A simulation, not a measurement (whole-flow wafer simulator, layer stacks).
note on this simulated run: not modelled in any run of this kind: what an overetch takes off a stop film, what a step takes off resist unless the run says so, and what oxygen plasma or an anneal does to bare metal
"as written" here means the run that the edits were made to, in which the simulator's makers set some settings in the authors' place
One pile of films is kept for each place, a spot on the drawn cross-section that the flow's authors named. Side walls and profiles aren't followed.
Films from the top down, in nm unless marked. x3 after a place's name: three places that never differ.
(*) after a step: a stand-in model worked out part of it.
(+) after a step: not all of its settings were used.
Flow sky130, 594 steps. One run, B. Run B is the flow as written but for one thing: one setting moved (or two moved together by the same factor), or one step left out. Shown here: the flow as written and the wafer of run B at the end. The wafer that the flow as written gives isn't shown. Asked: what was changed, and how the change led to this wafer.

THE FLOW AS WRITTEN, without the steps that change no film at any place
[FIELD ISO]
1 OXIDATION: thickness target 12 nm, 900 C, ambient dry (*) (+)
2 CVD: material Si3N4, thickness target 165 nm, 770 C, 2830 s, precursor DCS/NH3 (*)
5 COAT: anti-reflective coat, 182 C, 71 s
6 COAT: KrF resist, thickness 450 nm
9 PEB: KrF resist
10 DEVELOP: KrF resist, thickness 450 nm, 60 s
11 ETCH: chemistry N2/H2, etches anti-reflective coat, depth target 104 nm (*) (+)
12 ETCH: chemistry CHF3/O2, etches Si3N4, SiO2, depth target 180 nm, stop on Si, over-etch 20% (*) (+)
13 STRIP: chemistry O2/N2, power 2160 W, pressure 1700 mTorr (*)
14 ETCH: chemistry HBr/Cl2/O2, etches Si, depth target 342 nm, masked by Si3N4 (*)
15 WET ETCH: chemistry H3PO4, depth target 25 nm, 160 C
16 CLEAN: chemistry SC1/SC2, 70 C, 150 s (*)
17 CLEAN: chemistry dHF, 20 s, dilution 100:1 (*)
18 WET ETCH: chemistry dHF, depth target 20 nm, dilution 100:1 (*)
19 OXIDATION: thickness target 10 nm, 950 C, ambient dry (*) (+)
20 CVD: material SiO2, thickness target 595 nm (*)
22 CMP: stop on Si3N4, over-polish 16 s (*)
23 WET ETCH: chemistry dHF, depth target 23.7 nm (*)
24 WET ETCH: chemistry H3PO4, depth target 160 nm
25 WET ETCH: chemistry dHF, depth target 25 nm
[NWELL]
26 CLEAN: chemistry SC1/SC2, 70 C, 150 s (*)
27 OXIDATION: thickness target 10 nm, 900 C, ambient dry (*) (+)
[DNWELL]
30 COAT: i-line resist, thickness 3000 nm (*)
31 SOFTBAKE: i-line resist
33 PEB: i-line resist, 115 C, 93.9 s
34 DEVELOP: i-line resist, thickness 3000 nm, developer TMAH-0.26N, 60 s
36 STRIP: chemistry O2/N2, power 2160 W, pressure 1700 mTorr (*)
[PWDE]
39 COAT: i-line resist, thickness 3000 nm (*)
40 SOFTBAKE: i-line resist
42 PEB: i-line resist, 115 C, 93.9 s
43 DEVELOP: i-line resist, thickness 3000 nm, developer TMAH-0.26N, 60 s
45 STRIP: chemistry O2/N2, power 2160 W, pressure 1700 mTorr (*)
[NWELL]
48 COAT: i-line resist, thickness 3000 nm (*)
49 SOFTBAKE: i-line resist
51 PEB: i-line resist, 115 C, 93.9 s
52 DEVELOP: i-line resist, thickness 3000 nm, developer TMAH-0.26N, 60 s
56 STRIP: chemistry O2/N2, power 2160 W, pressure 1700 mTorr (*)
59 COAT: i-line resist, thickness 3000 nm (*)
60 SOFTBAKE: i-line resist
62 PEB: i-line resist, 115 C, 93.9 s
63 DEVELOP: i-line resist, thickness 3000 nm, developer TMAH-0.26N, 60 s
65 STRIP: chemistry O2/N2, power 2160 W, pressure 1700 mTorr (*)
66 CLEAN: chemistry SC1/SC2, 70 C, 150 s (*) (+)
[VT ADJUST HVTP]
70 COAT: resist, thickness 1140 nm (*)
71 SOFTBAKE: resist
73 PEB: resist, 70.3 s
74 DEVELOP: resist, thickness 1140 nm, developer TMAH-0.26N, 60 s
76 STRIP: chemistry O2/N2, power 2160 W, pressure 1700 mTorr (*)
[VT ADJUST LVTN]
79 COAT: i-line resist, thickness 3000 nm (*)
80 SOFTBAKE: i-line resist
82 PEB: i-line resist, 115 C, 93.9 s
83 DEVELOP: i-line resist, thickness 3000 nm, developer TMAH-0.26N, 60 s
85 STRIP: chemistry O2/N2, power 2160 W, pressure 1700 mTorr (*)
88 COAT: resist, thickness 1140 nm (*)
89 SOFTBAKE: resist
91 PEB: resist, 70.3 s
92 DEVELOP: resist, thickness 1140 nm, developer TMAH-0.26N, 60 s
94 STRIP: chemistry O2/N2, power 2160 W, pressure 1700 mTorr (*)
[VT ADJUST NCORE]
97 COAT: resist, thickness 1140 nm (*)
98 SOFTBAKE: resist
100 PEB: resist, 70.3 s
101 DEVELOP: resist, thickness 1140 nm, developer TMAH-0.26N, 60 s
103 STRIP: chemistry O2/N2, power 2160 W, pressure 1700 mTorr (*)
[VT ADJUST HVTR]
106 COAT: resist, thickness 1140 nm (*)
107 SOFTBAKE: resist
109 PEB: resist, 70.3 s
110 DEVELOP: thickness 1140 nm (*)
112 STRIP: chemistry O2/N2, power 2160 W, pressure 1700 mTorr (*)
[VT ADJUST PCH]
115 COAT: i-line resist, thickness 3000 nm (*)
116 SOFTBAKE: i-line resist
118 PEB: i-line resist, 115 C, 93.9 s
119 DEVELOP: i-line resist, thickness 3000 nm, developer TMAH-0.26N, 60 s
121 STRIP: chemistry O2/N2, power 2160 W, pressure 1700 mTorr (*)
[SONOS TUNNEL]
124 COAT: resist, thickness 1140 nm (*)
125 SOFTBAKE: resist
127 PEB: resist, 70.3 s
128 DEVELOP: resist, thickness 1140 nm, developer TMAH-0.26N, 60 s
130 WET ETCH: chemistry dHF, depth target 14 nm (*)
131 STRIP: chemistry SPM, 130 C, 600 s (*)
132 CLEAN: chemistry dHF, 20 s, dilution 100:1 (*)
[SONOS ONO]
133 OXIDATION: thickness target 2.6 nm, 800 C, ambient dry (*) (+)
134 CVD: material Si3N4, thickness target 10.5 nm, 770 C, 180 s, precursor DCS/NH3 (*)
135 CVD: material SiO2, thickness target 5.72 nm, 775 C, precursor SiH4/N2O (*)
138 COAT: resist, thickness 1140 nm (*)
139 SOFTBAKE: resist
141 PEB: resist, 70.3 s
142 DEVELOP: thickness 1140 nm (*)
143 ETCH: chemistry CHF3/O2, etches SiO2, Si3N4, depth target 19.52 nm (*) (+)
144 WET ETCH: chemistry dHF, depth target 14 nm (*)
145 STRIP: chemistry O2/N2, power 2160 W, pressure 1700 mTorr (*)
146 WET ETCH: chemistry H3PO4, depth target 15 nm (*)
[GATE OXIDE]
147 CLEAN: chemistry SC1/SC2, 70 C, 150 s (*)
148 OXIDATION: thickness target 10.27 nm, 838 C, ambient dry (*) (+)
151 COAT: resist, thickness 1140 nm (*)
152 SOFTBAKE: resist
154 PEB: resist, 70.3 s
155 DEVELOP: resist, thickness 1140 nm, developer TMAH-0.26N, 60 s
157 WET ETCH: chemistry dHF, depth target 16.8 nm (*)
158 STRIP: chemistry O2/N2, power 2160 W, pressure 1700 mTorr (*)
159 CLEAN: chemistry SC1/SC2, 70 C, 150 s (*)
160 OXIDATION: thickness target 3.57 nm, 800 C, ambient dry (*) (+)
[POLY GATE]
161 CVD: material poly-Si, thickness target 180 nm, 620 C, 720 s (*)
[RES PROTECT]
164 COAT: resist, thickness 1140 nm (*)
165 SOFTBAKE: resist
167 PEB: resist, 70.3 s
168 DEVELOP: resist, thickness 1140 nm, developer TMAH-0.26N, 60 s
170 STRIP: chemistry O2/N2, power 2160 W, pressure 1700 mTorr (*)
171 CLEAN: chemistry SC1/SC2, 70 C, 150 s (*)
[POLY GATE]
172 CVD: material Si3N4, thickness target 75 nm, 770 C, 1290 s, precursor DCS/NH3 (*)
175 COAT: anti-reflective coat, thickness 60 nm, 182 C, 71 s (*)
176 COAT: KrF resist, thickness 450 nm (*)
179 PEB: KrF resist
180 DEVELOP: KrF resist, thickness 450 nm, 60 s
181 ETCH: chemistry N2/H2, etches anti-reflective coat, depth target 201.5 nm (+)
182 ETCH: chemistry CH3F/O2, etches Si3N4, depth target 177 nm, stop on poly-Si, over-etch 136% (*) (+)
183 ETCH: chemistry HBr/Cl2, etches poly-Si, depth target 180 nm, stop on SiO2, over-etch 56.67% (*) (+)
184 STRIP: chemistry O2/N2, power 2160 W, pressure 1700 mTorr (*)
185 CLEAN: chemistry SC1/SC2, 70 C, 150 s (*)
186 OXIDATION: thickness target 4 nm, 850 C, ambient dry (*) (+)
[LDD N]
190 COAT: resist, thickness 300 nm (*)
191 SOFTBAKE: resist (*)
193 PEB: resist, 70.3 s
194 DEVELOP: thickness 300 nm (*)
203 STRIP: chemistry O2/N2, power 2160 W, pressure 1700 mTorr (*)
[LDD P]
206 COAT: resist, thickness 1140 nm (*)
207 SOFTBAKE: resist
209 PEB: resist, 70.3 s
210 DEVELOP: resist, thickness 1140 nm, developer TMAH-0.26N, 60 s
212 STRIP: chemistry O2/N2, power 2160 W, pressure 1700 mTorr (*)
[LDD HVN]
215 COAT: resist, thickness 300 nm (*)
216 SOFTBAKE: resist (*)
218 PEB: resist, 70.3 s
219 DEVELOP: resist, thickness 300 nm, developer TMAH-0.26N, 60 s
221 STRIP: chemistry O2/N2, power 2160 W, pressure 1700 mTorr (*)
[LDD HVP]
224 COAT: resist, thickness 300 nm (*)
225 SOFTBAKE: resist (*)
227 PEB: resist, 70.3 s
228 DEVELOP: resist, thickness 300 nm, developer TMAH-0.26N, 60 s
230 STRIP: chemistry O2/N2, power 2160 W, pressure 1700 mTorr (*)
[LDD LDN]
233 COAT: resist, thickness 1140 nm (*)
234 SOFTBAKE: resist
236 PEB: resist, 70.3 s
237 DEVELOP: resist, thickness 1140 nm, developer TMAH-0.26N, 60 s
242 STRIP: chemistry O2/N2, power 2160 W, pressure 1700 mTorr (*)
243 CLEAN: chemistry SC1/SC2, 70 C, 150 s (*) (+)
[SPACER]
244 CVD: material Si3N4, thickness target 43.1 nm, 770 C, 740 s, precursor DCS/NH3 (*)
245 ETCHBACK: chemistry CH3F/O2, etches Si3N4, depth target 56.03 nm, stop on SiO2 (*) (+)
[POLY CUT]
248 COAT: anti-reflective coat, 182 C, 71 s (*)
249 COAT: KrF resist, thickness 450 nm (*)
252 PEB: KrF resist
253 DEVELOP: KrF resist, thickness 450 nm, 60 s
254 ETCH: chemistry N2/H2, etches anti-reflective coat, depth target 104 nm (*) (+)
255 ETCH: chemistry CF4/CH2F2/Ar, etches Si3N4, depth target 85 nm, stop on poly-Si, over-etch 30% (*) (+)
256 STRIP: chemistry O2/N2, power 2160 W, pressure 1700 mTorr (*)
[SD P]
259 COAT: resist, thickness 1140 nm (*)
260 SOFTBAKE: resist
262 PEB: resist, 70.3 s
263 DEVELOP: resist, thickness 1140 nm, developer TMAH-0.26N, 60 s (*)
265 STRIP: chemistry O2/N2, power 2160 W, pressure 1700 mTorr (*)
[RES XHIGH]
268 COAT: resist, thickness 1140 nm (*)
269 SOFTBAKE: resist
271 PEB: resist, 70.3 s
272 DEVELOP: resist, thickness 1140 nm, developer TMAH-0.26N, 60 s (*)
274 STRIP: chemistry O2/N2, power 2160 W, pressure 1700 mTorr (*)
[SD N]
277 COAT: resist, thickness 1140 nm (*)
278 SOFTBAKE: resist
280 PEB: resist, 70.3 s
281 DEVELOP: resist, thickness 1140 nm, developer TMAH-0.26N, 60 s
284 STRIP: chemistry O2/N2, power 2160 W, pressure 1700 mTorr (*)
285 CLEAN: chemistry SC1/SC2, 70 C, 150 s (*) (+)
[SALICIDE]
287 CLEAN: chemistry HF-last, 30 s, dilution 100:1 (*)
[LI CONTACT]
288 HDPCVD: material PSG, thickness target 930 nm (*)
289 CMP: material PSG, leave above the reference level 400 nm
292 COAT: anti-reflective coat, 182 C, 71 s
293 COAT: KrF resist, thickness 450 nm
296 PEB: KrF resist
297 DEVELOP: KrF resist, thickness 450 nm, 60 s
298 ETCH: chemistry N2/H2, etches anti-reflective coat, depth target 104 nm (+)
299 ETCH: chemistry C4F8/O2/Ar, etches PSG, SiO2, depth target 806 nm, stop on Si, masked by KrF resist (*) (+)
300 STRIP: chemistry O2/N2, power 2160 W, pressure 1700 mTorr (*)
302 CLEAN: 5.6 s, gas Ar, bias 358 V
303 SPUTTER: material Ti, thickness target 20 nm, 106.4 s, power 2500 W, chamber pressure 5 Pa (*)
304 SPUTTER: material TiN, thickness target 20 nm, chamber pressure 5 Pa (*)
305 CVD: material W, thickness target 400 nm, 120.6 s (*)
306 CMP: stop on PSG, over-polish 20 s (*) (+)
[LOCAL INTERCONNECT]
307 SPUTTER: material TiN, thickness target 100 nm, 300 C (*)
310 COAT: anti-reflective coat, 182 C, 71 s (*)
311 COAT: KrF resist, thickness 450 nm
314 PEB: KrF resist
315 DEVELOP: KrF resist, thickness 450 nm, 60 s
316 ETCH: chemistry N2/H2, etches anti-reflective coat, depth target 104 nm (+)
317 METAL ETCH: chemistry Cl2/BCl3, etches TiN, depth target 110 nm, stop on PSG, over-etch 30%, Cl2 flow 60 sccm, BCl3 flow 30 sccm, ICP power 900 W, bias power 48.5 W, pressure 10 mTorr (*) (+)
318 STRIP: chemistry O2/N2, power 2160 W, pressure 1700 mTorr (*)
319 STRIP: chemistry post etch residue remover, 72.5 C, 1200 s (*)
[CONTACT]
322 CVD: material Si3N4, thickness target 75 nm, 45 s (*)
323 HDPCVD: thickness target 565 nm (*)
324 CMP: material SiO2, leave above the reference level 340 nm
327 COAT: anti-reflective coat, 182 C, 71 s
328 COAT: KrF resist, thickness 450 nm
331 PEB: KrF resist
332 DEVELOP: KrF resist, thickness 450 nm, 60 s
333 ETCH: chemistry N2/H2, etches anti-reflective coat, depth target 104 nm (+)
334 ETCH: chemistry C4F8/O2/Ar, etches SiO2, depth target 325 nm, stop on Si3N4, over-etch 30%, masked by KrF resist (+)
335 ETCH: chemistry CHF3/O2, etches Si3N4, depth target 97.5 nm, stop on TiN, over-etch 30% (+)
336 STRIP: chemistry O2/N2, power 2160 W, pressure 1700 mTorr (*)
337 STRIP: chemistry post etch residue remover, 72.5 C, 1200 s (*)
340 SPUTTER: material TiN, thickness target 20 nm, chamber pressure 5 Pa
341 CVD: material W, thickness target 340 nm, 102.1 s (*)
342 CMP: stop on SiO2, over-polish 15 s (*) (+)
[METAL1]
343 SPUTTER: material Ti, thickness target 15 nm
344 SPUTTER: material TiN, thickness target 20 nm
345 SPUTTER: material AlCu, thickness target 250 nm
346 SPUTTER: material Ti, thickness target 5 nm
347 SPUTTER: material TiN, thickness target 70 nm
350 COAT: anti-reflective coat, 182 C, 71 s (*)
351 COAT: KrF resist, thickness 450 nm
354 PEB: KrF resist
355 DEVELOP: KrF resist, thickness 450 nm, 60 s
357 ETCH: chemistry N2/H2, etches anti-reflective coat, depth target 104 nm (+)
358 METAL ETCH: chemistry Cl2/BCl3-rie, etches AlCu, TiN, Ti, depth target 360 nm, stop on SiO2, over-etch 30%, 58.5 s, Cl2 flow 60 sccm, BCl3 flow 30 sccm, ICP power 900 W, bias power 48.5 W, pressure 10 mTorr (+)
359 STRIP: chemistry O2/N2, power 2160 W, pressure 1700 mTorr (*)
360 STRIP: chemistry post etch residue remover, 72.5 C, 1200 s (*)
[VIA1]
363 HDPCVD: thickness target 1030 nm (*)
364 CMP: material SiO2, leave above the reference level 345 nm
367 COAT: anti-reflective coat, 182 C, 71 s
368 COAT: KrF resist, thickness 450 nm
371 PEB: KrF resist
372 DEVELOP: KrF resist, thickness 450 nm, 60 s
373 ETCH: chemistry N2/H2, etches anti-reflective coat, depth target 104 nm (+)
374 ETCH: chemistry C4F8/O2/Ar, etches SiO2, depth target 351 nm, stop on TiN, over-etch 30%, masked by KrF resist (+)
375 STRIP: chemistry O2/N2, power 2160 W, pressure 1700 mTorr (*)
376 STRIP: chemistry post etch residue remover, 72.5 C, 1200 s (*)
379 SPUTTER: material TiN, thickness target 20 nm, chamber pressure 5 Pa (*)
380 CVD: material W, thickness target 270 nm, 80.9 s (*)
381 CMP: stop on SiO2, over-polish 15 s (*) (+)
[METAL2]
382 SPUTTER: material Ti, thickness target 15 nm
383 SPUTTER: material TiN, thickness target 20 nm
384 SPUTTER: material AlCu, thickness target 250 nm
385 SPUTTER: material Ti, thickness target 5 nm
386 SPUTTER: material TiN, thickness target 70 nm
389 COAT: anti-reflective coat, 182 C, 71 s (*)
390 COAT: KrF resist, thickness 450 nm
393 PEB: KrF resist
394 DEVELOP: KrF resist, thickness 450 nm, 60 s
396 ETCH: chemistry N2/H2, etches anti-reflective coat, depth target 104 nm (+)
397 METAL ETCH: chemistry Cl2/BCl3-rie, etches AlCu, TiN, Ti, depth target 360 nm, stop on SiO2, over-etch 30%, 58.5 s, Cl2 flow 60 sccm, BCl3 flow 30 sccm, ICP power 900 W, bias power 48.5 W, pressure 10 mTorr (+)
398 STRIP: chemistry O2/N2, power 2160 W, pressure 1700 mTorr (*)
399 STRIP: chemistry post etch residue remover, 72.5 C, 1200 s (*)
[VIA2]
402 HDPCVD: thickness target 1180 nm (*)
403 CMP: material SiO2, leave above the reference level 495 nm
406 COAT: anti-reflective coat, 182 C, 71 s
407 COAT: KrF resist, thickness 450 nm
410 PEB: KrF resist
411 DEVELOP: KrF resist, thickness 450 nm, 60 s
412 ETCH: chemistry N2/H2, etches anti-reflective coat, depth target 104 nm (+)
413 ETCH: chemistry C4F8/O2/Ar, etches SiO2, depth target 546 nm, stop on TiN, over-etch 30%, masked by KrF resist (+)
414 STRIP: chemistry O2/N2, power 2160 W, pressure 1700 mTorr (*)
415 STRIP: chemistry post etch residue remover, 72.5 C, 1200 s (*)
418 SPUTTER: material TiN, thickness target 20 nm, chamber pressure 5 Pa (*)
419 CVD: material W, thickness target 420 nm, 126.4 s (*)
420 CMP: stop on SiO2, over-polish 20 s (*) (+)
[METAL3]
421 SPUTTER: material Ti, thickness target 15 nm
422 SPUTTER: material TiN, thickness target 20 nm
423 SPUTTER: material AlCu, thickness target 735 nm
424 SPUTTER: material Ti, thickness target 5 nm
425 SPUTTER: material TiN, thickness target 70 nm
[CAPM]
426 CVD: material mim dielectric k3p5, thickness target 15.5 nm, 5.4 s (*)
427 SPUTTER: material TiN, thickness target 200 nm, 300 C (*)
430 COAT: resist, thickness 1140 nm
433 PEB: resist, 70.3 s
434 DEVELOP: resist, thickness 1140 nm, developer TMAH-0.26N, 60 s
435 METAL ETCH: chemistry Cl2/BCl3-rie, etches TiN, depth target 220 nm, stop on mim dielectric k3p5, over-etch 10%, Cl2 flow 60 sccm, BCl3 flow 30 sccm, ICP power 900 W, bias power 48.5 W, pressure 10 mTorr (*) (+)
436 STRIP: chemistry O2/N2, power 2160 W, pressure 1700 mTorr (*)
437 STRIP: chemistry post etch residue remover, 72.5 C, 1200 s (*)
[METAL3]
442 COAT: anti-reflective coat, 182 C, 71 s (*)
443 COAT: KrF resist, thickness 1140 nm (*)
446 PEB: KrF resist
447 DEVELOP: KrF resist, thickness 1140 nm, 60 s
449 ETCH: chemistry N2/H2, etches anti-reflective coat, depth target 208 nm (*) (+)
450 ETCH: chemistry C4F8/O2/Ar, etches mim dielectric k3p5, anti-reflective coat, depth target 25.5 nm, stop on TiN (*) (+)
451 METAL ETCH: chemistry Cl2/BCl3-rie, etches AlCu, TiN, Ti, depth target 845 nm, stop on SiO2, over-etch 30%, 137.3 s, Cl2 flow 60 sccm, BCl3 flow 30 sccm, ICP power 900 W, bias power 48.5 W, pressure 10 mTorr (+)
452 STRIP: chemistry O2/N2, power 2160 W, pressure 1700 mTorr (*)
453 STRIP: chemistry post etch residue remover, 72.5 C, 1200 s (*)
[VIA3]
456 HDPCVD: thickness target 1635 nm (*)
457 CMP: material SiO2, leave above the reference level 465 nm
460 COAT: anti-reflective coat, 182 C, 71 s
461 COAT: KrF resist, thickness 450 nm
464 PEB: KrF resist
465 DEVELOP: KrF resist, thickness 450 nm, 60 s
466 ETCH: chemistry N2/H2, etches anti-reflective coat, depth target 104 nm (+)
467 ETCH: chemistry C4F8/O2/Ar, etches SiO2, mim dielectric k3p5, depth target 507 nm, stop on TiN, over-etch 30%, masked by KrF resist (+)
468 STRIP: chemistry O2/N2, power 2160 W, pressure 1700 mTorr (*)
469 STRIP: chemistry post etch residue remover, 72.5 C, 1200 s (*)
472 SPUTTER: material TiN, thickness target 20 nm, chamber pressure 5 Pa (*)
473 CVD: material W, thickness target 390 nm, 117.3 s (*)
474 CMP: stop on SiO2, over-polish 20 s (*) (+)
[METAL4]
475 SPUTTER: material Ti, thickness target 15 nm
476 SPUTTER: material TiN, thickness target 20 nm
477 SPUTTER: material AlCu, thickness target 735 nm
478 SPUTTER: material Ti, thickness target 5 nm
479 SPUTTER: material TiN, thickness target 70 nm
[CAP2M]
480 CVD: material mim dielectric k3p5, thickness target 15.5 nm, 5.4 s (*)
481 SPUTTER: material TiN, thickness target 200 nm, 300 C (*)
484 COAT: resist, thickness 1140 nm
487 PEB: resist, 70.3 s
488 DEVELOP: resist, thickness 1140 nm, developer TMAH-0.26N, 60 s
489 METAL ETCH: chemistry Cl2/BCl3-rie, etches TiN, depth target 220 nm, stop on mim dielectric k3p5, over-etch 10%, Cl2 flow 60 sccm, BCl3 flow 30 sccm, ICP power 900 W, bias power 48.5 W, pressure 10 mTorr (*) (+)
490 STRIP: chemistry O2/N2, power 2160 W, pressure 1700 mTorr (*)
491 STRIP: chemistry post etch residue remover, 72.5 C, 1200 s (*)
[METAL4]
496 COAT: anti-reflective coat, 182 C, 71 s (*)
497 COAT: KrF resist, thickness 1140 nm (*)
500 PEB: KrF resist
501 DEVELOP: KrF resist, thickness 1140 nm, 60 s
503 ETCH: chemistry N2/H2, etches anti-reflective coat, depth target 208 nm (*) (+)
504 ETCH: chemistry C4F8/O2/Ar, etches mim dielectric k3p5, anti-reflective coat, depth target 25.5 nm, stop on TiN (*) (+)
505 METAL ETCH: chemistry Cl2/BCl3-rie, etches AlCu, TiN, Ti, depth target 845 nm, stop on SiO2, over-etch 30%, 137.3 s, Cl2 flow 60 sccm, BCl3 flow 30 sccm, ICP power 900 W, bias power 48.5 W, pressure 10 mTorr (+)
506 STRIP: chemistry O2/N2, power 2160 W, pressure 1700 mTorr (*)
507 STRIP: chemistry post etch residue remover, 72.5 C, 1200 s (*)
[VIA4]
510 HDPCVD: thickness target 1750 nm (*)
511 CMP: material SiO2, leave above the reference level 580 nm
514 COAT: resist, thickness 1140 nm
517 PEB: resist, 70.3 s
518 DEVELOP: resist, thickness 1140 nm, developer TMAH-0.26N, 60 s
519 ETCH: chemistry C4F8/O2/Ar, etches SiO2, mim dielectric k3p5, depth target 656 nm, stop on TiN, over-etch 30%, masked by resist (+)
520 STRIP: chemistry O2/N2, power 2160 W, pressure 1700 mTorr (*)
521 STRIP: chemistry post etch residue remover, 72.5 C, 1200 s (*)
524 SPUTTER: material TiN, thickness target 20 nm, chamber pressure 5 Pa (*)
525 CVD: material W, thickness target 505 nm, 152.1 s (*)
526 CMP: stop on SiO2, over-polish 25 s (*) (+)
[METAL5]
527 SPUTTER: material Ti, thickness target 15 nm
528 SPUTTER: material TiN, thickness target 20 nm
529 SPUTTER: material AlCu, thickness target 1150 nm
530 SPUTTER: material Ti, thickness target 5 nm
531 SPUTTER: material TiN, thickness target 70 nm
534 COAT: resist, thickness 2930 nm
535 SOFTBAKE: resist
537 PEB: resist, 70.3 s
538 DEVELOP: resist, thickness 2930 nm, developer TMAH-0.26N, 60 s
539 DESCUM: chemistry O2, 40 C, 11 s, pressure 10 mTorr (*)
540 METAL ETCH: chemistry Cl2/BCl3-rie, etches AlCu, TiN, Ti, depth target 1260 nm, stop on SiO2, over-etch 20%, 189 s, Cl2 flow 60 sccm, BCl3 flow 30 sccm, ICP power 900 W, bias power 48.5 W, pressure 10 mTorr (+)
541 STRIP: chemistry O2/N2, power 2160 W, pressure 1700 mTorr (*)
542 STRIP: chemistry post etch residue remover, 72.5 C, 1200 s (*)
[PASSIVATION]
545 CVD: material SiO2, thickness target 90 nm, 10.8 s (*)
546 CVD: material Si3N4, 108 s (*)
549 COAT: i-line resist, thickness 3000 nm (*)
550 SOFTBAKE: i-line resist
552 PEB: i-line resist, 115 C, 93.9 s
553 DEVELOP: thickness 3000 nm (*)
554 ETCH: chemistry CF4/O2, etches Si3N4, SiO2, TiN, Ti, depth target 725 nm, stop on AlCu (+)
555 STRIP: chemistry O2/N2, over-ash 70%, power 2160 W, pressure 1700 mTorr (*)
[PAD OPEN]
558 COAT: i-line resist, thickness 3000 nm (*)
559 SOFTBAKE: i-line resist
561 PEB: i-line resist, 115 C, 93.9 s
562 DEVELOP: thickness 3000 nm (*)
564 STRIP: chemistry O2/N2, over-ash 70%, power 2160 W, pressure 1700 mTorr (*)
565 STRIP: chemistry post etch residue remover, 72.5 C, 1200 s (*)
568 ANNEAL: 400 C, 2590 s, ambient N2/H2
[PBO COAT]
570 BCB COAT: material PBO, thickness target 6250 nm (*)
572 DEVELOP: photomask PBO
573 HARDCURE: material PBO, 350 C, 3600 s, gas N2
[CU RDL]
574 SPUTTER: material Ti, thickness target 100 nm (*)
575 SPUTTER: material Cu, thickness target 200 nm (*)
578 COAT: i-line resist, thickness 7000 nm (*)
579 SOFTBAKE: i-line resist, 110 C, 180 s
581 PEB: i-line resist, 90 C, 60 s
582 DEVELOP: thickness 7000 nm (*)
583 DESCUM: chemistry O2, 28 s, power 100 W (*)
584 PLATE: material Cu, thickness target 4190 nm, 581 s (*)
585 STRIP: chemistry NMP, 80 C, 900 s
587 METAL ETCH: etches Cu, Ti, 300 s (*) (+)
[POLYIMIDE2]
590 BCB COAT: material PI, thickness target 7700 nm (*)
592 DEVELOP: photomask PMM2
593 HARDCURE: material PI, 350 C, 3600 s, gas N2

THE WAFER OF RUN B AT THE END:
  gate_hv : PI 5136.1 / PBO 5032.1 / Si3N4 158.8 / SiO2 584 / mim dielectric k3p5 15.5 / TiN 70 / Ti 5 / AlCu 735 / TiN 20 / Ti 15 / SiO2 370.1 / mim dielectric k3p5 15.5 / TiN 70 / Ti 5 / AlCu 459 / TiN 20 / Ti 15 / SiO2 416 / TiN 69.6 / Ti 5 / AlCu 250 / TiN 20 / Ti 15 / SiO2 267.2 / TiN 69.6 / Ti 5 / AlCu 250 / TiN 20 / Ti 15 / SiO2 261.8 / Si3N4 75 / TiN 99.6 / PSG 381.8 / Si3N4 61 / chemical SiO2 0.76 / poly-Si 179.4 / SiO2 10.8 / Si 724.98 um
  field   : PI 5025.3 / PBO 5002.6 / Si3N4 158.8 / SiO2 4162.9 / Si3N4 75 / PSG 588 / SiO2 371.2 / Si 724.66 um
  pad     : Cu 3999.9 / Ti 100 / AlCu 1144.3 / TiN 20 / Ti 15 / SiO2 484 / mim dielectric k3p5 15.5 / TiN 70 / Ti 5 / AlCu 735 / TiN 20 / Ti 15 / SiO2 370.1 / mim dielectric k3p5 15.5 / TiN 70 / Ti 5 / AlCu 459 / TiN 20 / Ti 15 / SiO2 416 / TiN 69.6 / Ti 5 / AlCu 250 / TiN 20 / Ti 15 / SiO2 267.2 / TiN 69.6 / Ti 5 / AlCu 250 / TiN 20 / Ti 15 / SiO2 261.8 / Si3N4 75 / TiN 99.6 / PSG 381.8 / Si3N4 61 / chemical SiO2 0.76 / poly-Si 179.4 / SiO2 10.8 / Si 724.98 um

The cause: step 423, SPUTTER: thickness target 459 nm was run, where the flow has thickness target 735 nm.
It can be read off the wafer: gate_hv has AlCu 459, and step 423 as written asks for 735 nm.

How the change led to this, step by step:
  423 SPUTTER: material AlCu, thickness target 735 nm
      field, active, n_well and 188 more: AlCu +459 (new film) (as written it would be: AlCu +735 (new film))
  451 METAL ETCH: chemistry Cl2/BCl3-rie, etches AlCu, TiN, Ti, depth target 845 nm, stop on SiO2, over-etch 30%, 137.3 s, Cl2 flow 60 sccm, BCl3 flow 30 sccm, ICP power 900 W, bias power 48.5 W, pressure 10 mTorr (+)
      field, gate, spacer and 66 more: TiN -70 (all of it), Ti -5 (all of it), AlCu -459 (all of it), TiN -20 (all of it), Ti -15 (all of it), SiO2 -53 (as written it would be: TiN -70 (all of it), Ti -5 (all of it), AlCu -735 (all of it), TiN -20 (all of it), Ti -15 (all of it), SiO2 -25.4)
      vpp_ln, vpp_iso2, ndiff_ln and 8 more: TiN -70 (all of it), Ti -5 (all of it), AlCu -459 (all of it), TiN -20 (all of it), Ti -15 (all of it), SiO2 -52.9 (as written it would be: TiN -70 (all of it), Ti -5 (all of it), AlCu -735 (all of it), TiN -20 (all of it), Ti -15 (all of it), SiO2 -25.3)
      (and at 5 more places)
  457 CMP: material SiO2, leave above the reference level 465 nm
      field, gate, spacer and 61 more: SiO2 -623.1 (as written it would be: SiO2 -374.7)
      active, vpp_ln, vpp_iso1 and 18 more: SiO2 -623 (as written it would be: SiO2 -374.7)
